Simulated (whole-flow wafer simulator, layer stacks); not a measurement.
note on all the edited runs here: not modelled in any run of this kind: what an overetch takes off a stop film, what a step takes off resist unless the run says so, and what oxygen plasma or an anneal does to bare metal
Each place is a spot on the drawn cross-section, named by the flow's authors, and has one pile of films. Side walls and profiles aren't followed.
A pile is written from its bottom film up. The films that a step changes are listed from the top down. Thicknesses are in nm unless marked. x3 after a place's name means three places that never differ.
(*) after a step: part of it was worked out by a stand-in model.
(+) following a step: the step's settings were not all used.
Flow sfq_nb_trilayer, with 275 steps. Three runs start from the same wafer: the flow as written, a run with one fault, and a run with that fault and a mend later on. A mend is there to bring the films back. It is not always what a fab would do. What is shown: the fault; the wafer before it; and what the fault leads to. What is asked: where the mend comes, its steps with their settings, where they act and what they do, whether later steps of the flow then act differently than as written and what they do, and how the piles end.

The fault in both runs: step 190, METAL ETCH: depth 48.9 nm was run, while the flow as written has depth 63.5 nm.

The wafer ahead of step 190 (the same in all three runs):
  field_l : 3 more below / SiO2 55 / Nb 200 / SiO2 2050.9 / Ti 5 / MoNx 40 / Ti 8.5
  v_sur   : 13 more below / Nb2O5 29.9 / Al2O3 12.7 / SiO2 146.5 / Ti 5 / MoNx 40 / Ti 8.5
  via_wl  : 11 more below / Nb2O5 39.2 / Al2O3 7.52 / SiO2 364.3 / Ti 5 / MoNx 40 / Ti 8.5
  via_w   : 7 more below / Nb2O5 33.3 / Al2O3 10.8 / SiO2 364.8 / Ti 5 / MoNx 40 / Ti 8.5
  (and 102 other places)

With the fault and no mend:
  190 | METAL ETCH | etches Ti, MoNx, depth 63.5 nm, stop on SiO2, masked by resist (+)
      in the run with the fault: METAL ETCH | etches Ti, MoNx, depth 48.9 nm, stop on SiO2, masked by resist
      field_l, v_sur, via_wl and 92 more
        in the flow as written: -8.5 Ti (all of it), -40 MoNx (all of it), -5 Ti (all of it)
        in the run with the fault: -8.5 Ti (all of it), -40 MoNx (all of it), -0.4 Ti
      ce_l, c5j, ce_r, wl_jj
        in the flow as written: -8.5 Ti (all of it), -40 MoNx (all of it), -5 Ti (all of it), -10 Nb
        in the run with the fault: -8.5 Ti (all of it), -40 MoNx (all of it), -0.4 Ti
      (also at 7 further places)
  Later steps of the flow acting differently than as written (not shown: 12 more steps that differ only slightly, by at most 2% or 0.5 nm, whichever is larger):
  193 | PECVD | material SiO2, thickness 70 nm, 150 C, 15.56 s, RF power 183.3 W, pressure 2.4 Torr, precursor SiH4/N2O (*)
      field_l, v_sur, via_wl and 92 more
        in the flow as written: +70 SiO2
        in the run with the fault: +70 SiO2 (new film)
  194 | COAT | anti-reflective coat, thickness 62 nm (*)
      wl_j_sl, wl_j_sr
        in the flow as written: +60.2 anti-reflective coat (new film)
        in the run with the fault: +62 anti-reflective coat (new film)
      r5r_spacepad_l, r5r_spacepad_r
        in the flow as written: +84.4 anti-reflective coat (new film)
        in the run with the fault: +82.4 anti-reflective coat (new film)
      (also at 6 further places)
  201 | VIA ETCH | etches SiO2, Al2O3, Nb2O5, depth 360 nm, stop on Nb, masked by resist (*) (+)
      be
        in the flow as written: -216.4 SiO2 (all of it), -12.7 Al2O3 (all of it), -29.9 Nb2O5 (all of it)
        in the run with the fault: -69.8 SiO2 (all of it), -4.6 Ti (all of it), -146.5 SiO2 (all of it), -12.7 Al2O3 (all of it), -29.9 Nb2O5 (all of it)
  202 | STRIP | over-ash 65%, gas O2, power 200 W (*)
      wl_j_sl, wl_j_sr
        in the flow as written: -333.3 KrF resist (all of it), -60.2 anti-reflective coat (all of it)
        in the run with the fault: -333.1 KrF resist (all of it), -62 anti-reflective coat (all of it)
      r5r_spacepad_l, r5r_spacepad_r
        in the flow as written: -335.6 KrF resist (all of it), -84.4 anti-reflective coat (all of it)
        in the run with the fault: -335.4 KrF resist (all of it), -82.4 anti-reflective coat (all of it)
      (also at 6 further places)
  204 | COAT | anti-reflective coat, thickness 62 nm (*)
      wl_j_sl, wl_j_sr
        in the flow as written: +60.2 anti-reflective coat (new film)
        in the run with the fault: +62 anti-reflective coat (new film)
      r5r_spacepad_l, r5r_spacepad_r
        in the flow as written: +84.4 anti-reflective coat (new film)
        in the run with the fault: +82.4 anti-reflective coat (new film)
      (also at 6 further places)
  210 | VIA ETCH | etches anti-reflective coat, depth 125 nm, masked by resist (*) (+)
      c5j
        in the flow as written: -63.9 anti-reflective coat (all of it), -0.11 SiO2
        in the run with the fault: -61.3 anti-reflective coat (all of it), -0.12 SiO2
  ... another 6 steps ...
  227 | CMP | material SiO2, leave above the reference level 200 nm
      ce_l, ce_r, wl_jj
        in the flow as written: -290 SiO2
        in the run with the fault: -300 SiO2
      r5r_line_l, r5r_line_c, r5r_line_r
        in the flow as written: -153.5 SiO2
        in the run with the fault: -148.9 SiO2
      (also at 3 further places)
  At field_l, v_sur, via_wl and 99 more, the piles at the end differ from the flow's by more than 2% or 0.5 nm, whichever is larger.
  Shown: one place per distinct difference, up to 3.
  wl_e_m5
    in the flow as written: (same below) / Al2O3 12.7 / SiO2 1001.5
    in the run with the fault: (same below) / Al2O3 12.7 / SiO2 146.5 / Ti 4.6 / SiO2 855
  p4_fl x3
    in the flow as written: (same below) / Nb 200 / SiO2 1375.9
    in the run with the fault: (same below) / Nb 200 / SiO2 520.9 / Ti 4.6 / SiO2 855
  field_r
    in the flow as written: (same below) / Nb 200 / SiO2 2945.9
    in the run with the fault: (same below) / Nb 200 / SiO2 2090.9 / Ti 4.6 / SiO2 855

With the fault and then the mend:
  The mend stands after step 190.
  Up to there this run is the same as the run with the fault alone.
  190a | METAL ETCH | etches Ti, MoNx, depth 14.6 nm, stop on SiO2, masked by resist (+) (the flow's step 190, run once more with other settings)
      field_l, v_sur, via_wl and 92 more
        -4.6 Ti (all of it)
      be_r, r_sur, res, r_end, r5r_line_l, r5r_line_c, r5r_line_r
        -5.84 KrF resist
      ce_l, c5j, ce_r, wl_jj
        -4.6 Ti (all of it), -10 Nb
  None of the later steps of the flow acts differently than as written at any place that is followed.
  By the end, the piles equal the flow's at every place that both follow.
